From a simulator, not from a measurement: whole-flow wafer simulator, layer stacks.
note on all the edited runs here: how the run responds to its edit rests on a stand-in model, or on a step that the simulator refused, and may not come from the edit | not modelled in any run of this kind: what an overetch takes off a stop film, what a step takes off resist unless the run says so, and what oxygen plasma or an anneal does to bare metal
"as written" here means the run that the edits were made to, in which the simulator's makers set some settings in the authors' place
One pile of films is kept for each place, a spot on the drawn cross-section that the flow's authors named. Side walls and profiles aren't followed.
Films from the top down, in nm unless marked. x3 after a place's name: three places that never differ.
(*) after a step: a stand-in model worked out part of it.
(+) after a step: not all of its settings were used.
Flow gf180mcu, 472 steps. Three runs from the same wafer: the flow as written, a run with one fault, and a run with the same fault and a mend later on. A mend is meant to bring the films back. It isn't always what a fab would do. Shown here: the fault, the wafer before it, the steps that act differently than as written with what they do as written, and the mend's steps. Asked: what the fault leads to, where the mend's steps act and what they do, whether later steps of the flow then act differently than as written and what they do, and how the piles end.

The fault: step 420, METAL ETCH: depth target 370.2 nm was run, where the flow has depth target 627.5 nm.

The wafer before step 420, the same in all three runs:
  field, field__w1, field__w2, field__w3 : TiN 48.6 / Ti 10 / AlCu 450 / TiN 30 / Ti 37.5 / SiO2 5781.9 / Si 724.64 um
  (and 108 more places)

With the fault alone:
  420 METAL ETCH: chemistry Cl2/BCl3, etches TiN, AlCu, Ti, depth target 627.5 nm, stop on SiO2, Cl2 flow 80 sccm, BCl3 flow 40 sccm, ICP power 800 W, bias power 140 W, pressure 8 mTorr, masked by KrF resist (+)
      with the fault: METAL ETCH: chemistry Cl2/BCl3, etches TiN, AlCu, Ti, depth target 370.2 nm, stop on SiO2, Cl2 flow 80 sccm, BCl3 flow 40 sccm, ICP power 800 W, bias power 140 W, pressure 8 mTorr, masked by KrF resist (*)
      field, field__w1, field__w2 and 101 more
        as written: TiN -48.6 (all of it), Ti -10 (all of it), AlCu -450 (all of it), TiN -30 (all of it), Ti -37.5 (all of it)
        with the fault: TiN -48.6 (all of it), Ti -10 (all of it), AlCu -311.6
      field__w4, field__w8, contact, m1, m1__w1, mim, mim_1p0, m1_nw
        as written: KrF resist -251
        with the fault: KrF resist -148.1
  Later steps of the flow that act differently than as written (1 more step differs only slightly, by at most 2% or 0.5 nm, whichever is larger, and isn't shown):
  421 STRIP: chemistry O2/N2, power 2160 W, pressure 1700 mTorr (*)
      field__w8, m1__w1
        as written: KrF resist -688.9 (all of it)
        with the fault: KrF resist -791.8 (all of it)
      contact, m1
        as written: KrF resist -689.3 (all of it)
        with the fault: KrF resist -792.2 (all of it)
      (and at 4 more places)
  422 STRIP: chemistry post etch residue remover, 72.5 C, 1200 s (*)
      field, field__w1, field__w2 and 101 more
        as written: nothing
        with the fault: AlCu -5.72
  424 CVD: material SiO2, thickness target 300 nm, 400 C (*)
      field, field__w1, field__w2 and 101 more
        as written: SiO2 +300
        with the fault: SiO2 +300 (new film)
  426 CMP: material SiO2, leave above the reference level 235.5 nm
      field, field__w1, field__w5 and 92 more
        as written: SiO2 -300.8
        with the fault: SiO2 -501
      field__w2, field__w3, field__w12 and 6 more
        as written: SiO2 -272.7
        with the fault: SiO2 -481.9
  At the end the piles differ from the flow's by more than 2% or 0.5 nm, whichever is larger, at field, field__w1, field__w2 and 101 more.
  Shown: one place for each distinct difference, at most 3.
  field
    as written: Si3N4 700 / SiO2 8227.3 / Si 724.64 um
    with the fault: Si3N4 700 / SiO2 2245.2 / AlCu 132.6 / TiN 30 / Ti 37.5 / SiO2 5781.9 / Si 724.64 um
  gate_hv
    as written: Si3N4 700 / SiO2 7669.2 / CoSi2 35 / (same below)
    with the fault: Si3N4 700 / SiO2 2245.2 / AlCu 132.6 / TiN 30 / Ti 37.5 / SiO2 5223.8 / CoSi2 35 / (same below)
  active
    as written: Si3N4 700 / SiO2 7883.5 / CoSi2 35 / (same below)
    with the fault: Si3N4 700 / SiO2 2245.2 / AlCu 132.6 / TiN 30 / Ti 37.5 / SiO2 5438.1 / CoSi2 35 / (same below)

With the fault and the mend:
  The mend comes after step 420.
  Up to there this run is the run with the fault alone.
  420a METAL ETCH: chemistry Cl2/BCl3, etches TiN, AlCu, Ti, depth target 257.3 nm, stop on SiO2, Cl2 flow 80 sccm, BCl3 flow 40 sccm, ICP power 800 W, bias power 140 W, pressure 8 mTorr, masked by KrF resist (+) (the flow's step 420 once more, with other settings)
      field, field__w1, field__w2 and 101 more
        AlCu -138.4 (all of it), TiN -30 (all of it), Ti -37.5 (all of it)
      field__w4, field__w8, contact, m1, m1__w1, mim, mim_1p0, m1_nw
        KrF resist -102.9
  No later step of the flow acts differently than as written at any place that is followed.
  At the end the piles are the same as the flow's at every place that both follow.
